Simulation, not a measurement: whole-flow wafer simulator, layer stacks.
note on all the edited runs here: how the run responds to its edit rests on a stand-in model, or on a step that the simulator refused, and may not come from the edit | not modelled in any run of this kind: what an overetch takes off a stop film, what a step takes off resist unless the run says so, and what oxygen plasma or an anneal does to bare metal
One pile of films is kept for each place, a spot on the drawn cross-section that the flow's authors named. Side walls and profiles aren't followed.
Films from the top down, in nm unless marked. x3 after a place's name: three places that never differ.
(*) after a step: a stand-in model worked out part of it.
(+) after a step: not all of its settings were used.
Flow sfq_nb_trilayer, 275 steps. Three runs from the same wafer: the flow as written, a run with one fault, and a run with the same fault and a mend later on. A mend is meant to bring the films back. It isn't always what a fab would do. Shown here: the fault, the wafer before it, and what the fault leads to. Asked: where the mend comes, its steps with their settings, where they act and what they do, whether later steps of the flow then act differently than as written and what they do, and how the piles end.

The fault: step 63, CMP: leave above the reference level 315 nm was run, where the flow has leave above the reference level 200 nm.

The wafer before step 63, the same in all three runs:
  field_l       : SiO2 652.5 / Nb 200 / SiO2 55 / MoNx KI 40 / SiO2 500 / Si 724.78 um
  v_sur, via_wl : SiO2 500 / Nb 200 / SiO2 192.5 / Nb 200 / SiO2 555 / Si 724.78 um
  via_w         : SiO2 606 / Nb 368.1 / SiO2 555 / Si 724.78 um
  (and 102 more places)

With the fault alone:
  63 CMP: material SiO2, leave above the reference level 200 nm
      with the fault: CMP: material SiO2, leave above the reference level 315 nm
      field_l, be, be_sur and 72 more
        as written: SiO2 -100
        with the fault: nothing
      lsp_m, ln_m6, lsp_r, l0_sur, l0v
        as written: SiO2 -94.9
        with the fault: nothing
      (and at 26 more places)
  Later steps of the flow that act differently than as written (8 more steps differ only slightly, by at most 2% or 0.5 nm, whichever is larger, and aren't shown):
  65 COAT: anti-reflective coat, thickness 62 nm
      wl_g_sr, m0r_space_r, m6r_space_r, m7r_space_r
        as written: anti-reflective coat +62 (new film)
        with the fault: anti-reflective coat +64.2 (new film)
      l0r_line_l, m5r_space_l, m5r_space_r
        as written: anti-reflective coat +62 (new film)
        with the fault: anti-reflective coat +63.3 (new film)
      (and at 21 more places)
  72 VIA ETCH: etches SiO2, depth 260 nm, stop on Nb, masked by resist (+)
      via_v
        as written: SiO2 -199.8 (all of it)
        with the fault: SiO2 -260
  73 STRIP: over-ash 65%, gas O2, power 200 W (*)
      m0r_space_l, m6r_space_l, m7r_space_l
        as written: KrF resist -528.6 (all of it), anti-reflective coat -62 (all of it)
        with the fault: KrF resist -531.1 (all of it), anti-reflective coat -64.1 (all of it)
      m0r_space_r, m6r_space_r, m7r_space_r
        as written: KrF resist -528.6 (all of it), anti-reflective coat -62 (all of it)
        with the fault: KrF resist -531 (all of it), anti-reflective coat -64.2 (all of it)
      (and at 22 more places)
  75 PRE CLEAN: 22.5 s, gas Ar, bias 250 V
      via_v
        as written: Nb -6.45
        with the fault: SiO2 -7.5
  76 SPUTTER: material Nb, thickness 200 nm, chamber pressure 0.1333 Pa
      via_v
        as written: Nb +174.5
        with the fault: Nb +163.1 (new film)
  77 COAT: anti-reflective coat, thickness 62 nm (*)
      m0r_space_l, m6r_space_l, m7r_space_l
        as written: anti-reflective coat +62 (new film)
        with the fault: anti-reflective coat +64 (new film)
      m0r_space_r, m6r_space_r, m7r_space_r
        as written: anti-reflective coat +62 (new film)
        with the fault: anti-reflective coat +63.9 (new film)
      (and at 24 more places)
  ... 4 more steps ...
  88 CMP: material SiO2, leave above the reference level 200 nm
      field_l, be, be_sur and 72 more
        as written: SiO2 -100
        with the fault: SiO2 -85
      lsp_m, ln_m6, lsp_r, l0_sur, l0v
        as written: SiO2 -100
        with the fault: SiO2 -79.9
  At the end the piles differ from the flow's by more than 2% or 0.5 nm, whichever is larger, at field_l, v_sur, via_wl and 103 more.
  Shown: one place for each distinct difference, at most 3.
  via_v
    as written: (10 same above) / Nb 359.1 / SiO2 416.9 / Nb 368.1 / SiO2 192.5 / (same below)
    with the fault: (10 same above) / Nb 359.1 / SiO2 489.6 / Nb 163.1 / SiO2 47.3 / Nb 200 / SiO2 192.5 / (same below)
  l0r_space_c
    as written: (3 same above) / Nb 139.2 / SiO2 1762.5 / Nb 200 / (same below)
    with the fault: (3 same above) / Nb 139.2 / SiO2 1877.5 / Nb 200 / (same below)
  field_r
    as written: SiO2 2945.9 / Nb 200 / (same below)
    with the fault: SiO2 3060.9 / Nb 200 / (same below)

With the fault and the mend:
  The mend comes after step 70.
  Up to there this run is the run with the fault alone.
  70a STRIP: over-ash 65%, gas O2, power 200 W (*)
      wl_b_sl, wl_b_m5, wl_b_sr, wl_c_sl, wl_c_m6, wl_c_sr
        KrF resist -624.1 (all of it), anti-reflective coat -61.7 (all of it)
      m0r_line_l, m0r_line_r, m6r_line_l, m6r_line_r, m7r_line_l, m7r_line_r
        KrF resist -627.7 (all of it), anti-reflective coat -62.5 (all of it)
      p4_w1, p3_s3, p3_l4, p3_s4
        KrF resist -625.6 (all of it), anti-reflective coat -62.1 (all of it)
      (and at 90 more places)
  70b CMP: material SiO2, leave above the reference level 200 nm (the flow's step 63 once more)
      field_l, be, be_sur and 72 more
        SiO2 -100
      v_sur, via_wl, via_w and 23 more
        SiO2 -115
      lsp_m, ln_m6, lsp_r, l0_sur, l0v
        SiO2 -94.9
  70c COAT: anti-reflective coat, thickness 62 nm (the flow's step 65 once more)
      field_l, v_sur, via_wl and 103 more
        anti-reflective coat +62 (new film)
  70d COAT: KrF resist, thickness 650 nm (the flow's step 66 once more)
      field_l, v_sur, via_wl and 103 more
        KrF resist +650 (new film)
  70e SOFTBAKE: KrF resist (the flow's step 67 once more)
      changes no film at any place that is followed
  70f EXPOSE: photomask I1, dose 11.91 mJ/cm2, NA 0.6, wavelength 248 nm (*) (the flow's step 68 once more)
      changes no film at any place that is followed
  70g PEB: KrF resist, 90 s (the flow's step 69 once more)
      field_l, v_sur, via_wl and 103 more
        KrF resist -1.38
  70h DEVELOP: KrF resist, thickness 650 nm, 60 s (the flow's step 70 once more)
      field_l, v_sur, via_wl and 102 more
        KrF resist -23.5
      via_v
        KrF resist -648.6 (all of it)
  No later step of the flow acts differently than as written at any place that is followed.
  At the end the piles are the same as the flow's at every place that both follow.
